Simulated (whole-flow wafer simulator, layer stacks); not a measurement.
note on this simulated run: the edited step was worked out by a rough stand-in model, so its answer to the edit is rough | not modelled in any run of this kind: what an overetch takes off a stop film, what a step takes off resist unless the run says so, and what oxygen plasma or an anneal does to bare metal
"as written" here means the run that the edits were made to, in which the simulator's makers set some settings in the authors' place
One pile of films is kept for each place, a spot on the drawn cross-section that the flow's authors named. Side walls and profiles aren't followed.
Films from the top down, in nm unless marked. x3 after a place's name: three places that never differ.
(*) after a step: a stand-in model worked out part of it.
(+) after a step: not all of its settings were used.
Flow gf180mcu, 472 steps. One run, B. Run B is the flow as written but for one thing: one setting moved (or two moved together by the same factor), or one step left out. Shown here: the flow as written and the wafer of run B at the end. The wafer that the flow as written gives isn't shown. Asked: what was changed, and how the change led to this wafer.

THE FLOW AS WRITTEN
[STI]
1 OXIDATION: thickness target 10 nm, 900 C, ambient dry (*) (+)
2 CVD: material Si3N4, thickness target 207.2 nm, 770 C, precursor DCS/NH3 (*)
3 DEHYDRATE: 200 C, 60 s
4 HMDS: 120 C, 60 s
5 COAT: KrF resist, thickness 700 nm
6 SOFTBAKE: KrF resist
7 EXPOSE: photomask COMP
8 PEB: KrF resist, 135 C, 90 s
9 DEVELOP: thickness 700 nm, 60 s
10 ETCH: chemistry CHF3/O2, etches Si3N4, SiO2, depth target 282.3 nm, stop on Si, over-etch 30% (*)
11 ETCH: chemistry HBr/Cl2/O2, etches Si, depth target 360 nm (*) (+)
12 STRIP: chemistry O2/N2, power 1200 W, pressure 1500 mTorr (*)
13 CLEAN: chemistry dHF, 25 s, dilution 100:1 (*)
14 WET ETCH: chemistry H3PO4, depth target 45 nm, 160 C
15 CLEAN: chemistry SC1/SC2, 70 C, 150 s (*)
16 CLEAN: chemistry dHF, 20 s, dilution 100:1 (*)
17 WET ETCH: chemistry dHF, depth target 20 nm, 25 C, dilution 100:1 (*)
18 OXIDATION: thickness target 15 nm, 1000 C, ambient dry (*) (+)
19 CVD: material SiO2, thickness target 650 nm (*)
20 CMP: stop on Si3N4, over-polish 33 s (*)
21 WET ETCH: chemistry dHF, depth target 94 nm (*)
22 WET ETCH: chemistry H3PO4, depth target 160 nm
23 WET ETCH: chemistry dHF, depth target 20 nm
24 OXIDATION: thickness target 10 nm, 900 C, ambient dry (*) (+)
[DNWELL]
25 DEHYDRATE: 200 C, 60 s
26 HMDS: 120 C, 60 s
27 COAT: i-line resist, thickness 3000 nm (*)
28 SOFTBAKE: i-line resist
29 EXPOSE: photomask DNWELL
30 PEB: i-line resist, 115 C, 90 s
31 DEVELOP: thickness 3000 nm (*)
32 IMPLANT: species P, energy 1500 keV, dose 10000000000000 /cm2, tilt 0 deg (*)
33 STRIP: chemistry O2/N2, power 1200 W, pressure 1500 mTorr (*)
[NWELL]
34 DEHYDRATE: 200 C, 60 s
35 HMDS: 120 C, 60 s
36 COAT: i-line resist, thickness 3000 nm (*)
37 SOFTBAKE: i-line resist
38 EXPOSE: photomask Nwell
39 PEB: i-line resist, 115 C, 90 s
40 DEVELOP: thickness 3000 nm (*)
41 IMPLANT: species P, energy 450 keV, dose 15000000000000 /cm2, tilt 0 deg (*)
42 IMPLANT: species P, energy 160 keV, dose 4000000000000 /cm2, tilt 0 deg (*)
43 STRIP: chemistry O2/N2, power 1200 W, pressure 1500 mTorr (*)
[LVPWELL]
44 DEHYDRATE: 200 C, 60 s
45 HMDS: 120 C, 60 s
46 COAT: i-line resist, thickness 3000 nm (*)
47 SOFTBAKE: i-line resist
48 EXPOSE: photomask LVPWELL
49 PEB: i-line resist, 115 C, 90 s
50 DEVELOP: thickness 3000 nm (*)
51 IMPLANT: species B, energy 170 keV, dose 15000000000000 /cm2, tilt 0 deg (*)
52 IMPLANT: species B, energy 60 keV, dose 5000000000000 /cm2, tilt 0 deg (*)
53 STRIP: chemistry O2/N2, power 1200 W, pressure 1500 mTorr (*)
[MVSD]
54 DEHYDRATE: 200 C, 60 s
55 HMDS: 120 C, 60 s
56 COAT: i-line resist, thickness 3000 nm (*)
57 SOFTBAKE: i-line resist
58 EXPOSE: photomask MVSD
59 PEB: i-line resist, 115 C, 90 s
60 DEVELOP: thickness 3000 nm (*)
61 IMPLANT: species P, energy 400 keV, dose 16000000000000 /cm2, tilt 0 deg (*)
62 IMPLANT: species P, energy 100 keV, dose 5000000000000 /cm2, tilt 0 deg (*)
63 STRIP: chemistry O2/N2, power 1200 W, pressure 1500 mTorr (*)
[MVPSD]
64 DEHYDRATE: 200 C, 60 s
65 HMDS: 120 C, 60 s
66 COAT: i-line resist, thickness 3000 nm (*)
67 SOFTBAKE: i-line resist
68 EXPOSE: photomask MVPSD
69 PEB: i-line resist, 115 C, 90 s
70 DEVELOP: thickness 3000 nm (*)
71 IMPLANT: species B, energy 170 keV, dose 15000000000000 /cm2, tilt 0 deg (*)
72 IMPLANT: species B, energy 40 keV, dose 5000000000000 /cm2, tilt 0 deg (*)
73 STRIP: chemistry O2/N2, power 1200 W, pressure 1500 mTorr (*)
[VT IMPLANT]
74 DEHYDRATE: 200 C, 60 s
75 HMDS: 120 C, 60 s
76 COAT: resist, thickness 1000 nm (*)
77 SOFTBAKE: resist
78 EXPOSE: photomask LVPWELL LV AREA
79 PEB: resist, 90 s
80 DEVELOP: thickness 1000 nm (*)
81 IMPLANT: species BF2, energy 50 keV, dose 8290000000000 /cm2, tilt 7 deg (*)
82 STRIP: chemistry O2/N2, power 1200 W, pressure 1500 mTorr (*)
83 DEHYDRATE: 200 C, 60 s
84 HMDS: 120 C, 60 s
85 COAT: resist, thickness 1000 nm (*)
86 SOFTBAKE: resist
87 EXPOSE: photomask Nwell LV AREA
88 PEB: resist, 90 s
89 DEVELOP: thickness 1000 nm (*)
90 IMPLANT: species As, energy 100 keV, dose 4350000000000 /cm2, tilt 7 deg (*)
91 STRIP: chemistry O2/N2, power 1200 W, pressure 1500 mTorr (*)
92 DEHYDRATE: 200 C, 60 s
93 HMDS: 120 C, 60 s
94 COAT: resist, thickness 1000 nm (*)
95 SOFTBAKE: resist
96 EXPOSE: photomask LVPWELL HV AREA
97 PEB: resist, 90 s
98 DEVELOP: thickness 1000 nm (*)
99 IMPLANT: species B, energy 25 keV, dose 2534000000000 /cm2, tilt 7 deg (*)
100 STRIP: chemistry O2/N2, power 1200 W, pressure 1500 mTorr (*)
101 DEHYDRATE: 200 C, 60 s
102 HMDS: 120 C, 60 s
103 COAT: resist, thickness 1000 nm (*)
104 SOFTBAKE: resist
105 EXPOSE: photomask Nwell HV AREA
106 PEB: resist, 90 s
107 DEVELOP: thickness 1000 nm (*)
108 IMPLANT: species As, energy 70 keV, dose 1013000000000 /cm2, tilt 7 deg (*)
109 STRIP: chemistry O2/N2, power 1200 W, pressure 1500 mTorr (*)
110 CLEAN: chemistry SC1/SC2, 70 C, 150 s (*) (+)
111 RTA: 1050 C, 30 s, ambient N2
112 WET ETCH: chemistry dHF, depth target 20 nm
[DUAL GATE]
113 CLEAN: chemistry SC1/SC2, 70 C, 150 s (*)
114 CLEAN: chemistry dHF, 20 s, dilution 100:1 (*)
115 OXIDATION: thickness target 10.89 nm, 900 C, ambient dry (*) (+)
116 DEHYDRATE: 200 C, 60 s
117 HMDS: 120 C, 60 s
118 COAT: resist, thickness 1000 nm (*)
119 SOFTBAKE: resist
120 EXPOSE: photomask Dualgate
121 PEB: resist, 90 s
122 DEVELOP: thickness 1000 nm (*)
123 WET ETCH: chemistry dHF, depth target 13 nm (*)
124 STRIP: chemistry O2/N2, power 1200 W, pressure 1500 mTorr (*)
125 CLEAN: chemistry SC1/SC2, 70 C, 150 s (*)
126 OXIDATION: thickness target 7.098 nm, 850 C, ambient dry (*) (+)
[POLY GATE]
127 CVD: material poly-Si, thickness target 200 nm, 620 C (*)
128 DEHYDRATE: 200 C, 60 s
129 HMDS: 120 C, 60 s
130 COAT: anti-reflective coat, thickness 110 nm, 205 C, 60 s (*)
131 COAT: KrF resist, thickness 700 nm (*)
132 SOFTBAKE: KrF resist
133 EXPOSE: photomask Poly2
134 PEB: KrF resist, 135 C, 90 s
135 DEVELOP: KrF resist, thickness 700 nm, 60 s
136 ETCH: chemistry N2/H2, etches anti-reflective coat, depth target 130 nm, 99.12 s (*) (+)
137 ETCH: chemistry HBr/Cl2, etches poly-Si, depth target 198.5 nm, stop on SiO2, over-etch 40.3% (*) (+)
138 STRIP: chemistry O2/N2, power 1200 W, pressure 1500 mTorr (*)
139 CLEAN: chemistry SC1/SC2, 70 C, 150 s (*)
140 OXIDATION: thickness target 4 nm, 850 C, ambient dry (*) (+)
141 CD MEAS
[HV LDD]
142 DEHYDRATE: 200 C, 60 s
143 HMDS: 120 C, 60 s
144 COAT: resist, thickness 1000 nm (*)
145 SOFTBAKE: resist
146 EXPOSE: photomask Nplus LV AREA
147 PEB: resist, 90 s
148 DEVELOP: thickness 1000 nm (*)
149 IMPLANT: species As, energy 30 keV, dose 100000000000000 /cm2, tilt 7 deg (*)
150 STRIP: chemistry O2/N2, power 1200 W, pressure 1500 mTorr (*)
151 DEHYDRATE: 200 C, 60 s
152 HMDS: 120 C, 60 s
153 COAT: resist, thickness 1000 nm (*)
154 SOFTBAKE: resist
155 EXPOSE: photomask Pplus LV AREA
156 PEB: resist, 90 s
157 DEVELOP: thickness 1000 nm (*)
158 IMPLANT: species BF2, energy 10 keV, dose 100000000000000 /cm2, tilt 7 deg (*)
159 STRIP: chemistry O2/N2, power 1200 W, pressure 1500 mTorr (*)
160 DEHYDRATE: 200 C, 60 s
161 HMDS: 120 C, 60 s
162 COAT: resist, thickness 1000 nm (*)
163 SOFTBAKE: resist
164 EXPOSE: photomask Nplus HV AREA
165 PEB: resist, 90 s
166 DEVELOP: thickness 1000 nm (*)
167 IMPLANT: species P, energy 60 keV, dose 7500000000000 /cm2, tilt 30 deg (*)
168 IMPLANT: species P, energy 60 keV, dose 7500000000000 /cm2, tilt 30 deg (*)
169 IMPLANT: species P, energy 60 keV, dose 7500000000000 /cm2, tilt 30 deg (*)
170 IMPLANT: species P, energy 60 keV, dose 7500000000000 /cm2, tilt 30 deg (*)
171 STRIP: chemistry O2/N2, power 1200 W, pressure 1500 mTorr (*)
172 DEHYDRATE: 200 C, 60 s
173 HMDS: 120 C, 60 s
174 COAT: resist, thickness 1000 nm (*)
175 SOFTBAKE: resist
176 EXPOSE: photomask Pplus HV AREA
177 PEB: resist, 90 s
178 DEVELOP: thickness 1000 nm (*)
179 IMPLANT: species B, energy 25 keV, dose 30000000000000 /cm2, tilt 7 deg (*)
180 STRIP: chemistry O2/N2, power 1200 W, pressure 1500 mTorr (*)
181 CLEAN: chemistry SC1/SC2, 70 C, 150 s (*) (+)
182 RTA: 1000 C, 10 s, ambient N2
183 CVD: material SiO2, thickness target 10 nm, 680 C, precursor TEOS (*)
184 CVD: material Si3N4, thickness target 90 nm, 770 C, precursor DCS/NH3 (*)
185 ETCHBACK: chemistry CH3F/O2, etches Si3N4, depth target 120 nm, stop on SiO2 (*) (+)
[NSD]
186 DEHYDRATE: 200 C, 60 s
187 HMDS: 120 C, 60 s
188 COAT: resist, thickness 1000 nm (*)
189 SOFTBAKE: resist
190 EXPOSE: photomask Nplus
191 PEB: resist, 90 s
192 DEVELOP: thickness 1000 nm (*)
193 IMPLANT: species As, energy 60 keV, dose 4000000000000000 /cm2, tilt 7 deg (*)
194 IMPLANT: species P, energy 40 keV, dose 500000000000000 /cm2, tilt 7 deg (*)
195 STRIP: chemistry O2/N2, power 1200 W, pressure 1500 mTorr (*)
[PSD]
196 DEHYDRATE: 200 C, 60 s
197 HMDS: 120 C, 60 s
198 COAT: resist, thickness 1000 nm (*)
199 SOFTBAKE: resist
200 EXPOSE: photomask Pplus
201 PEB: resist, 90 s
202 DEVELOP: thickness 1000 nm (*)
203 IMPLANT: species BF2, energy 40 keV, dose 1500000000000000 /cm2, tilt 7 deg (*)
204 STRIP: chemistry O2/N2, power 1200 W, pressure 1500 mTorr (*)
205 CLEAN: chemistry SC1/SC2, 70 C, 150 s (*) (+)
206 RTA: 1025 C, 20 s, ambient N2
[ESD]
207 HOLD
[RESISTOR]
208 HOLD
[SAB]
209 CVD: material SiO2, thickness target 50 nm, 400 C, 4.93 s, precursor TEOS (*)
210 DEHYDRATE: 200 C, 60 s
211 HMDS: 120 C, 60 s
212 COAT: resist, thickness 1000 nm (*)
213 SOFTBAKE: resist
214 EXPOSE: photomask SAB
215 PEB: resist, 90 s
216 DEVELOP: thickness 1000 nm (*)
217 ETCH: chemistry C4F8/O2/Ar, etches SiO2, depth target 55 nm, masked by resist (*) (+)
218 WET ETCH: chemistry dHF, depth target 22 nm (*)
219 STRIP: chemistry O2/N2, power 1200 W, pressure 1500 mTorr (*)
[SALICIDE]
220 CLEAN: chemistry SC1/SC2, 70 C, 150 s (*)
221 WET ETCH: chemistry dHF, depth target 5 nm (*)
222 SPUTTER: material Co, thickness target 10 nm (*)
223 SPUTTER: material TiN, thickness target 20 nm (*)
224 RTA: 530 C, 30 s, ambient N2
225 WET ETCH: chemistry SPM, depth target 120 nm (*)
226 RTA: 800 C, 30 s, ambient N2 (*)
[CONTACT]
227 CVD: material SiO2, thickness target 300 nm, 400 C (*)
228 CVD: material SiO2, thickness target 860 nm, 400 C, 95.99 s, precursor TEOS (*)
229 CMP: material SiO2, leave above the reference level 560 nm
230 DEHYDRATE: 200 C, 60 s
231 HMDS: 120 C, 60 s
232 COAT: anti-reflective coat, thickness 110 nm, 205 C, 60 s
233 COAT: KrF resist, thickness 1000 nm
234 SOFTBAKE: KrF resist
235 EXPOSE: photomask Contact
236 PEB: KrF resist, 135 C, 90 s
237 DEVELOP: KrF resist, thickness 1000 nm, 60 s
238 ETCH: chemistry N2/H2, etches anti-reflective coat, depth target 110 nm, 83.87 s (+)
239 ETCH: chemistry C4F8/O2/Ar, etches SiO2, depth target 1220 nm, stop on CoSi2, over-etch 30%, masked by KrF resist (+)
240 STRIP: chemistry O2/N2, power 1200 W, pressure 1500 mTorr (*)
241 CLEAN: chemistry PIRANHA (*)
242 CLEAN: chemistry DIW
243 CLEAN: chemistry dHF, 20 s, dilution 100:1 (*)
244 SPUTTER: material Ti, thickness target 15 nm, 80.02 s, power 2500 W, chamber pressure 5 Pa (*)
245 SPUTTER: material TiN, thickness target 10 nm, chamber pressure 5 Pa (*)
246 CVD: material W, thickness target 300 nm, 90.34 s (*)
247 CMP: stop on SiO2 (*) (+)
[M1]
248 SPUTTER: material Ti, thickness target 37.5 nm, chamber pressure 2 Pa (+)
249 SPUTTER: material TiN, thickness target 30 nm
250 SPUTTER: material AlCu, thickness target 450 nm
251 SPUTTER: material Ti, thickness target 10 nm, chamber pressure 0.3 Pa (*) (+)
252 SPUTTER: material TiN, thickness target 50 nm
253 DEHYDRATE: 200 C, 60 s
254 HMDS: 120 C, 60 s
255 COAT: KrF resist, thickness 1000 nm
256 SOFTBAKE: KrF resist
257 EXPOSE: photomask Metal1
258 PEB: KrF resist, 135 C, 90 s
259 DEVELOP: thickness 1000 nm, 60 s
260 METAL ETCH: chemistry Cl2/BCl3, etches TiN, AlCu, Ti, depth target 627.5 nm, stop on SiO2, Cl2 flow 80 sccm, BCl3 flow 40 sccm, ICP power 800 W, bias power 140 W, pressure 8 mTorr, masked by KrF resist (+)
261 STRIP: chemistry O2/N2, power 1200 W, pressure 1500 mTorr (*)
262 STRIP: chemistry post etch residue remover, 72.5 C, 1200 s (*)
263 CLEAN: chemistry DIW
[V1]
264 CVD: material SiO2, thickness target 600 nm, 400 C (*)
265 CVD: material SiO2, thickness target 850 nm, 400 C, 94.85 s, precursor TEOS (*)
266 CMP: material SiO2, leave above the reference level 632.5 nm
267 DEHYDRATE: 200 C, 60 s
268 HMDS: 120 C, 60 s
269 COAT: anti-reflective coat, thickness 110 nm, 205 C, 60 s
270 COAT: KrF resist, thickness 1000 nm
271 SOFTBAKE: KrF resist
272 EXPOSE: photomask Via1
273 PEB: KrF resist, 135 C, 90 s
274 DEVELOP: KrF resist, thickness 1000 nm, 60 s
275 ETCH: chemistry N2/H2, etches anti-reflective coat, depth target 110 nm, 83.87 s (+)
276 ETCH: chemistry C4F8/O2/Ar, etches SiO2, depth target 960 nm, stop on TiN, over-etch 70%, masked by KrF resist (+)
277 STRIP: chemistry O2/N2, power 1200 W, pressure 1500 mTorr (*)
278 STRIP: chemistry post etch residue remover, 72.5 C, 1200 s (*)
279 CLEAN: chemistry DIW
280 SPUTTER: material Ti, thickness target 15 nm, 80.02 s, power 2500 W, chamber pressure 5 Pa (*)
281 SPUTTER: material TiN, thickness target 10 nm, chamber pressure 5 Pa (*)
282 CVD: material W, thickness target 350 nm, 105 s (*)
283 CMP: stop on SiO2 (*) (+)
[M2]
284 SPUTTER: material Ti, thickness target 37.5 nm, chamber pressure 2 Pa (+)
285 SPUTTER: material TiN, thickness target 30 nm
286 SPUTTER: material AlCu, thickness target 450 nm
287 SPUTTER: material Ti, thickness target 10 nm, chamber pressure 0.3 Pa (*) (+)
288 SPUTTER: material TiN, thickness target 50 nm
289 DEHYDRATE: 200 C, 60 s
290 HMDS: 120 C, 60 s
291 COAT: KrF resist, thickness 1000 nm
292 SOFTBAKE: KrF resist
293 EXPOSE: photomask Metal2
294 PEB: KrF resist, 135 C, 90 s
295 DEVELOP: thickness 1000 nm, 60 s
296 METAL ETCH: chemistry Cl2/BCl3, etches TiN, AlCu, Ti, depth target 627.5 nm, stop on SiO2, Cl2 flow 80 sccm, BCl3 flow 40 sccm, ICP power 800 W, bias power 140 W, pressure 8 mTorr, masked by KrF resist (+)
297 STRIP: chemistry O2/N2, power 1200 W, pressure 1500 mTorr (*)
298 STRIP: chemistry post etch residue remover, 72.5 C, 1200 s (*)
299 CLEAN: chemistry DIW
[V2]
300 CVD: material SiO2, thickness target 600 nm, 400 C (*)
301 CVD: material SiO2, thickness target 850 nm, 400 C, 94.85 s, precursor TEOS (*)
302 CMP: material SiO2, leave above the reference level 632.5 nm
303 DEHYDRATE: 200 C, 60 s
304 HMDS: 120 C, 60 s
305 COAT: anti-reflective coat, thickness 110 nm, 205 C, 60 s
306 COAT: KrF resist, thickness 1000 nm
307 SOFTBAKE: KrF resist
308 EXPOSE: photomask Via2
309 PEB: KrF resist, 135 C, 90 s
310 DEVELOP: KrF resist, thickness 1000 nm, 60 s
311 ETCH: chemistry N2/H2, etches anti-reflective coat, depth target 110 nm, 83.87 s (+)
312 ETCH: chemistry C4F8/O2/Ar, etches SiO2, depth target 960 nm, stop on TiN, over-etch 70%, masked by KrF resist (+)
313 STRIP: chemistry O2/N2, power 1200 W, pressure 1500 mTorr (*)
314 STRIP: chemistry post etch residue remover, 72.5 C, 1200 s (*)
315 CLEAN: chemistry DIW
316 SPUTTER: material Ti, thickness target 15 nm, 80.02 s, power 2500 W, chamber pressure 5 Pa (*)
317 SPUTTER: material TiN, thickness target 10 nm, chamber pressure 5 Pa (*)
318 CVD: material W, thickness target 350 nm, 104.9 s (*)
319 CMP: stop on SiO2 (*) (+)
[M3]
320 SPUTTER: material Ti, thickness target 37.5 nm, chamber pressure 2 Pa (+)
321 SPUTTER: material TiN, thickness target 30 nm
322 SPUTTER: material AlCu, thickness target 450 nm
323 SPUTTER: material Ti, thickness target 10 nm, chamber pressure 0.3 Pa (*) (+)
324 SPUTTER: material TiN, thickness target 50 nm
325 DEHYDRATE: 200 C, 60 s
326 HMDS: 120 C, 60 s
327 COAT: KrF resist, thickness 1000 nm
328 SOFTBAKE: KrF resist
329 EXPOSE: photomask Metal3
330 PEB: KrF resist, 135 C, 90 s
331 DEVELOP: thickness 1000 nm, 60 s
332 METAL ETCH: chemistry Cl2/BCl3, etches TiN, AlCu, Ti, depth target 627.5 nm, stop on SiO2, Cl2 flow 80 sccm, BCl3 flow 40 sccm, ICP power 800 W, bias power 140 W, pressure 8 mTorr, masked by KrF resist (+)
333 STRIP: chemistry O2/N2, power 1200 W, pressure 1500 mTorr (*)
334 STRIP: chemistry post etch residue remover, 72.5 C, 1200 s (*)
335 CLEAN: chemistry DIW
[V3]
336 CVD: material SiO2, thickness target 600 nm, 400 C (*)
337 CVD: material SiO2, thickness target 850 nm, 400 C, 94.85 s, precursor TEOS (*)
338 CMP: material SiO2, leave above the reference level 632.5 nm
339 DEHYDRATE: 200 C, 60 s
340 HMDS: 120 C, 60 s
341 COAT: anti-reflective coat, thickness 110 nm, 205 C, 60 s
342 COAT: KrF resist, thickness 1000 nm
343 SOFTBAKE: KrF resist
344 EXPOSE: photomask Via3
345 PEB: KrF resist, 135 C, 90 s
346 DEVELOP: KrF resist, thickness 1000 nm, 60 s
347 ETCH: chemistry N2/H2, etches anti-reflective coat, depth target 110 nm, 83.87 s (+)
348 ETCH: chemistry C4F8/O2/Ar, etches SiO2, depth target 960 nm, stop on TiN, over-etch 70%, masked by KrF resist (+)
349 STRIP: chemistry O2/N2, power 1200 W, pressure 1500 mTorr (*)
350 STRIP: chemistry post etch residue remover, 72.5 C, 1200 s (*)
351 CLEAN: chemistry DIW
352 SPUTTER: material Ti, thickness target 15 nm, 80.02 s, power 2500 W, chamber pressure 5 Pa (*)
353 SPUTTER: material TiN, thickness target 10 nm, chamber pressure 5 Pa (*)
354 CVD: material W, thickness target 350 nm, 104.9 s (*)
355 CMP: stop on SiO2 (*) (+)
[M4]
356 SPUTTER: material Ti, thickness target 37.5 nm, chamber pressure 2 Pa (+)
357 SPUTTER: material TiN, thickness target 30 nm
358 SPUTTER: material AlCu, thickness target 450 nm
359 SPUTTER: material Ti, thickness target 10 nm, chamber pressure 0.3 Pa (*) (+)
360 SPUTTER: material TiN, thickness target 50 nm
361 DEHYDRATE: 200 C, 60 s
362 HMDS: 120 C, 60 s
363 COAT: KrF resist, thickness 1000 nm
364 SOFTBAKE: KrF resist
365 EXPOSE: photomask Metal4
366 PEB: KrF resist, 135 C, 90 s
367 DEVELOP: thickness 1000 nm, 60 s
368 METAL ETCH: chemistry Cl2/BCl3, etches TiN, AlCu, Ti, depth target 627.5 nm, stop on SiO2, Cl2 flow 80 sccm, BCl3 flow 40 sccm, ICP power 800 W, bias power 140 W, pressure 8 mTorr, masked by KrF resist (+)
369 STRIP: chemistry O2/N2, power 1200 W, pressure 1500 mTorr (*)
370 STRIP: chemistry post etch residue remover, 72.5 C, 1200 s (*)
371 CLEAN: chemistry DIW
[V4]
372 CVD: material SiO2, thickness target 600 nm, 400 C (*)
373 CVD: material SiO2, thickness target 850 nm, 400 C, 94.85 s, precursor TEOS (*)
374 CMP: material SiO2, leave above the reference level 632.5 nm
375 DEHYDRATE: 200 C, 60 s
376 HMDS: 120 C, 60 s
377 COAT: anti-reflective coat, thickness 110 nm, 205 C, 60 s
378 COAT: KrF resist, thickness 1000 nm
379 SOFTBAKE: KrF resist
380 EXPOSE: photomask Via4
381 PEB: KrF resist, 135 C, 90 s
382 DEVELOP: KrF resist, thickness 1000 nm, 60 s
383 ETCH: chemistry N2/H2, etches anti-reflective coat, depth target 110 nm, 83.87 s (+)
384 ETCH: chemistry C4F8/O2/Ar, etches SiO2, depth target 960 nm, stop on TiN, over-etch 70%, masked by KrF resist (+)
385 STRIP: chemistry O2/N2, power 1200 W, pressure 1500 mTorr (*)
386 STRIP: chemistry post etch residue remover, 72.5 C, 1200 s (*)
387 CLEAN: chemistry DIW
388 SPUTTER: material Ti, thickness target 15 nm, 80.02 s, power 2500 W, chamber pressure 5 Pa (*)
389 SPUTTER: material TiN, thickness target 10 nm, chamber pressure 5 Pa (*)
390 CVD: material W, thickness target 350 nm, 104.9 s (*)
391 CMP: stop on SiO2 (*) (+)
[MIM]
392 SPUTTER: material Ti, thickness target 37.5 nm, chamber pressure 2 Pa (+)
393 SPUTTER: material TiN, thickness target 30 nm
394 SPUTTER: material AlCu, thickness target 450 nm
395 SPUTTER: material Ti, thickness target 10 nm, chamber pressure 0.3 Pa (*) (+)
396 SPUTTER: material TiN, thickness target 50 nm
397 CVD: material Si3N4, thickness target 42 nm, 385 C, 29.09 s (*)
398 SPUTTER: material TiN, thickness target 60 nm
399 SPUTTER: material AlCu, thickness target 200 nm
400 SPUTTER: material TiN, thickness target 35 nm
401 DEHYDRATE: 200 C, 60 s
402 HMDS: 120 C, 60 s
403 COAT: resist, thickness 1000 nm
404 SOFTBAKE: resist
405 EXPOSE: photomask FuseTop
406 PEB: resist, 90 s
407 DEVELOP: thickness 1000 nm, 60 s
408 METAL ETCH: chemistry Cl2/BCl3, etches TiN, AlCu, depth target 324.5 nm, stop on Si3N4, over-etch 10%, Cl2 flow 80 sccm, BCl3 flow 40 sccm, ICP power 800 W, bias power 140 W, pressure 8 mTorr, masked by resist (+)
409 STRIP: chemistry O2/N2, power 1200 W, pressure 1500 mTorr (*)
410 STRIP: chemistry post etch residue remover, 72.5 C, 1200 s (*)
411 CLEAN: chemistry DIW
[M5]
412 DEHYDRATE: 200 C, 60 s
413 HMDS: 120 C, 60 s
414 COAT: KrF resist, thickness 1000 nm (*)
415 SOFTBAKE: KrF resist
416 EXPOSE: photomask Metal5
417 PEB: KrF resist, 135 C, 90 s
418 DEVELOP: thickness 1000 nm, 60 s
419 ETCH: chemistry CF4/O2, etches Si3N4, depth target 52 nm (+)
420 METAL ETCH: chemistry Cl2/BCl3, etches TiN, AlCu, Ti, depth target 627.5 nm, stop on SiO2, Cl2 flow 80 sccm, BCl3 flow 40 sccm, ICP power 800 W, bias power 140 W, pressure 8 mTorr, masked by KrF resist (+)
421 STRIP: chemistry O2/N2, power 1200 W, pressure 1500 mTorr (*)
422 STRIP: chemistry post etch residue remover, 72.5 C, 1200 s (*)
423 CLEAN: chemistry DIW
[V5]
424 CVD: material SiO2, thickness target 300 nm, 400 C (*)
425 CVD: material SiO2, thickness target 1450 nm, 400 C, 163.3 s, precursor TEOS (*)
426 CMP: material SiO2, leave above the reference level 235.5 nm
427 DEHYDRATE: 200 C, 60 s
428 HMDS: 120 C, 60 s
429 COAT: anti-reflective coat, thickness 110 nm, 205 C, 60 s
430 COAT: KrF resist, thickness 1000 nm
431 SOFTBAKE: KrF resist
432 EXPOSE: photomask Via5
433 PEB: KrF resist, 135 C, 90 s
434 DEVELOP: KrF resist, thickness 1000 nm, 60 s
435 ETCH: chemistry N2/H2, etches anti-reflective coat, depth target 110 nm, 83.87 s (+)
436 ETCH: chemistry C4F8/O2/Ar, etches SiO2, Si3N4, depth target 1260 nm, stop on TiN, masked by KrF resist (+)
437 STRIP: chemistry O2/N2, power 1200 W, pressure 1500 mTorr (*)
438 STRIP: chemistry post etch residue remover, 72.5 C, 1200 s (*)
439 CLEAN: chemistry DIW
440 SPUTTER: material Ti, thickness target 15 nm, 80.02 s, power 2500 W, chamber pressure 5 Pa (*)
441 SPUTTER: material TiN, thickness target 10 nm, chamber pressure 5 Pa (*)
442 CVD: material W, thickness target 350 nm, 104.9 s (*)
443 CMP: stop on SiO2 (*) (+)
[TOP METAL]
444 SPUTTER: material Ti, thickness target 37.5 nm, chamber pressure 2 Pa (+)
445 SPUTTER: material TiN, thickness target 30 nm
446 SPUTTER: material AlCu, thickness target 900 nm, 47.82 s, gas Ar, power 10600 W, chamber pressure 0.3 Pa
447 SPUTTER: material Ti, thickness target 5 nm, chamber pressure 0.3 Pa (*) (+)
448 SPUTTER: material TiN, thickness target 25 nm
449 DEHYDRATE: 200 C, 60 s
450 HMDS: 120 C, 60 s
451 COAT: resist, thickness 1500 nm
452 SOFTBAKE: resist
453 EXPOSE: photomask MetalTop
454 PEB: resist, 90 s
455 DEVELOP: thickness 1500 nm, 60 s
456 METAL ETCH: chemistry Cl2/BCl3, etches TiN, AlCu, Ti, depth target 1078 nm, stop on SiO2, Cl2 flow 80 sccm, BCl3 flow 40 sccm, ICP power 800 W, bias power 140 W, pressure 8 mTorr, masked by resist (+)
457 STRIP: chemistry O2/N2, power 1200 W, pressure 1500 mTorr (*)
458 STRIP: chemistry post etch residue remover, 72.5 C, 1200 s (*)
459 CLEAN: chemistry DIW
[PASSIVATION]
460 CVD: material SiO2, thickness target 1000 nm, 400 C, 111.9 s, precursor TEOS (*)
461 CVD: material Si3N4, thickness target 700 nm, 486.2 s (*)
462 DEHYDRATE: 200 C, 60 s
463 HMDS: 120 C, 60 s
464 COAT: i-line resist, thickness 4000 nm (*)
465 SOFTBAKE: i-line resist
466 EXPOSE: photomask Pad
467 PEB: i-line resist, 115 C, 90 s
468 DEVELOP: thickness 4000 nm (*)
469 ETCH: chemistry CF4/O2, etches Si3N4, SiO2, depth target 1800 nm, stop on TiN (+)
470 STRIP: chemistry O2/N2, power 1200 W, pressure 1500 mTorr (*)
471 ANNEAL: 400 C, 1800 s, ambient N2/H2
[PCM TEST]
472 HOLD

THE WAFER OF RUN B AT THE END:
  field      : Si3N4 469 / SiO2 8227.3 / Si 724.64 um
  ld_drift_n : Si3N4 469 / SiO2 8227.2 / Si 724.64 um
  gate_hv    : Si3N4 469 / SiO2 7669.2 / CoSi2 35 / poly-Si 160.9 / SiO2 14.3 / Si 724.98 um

The cause: step 461, CVD: thickness target 469 nm was run, where the flow has thickness target 700 nm.
It can be read off the wafer: field has Si3N4 469, and step 461 as written asks for 700 nm.

How the change led to this, step by step:
  461 CVD: material Si3N4, thickness target 700 nm, 486.2 s (*)
      field, field__w1, field__w2 and 109 more: Si3N4 +469 (new film) (as written it would be: Si3N4 +700 (new film))
  465 SOFTBAKE: i-line resist
      field__w11, nw_enc_fld_lv__w4: i-line resist +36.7 (as written it would be: i-line resist +37.9)
      sd_p_hv, nw_enc_fld__w1: i-line resist +35.4 (as written it would be: i-line resist +36.6)
      (and at 49 more places)
  469 ETCH: chemistry CF4/O2, etches Si3N4, SiO2, depth target 1800 nm, stop on TiN (+)
      pad: Si3N4 -469 (all of it), SiO2 -1000 (all of it) (as written it would be: Si3N4 -700 (all of it), SiO2 -1000 (all of it))
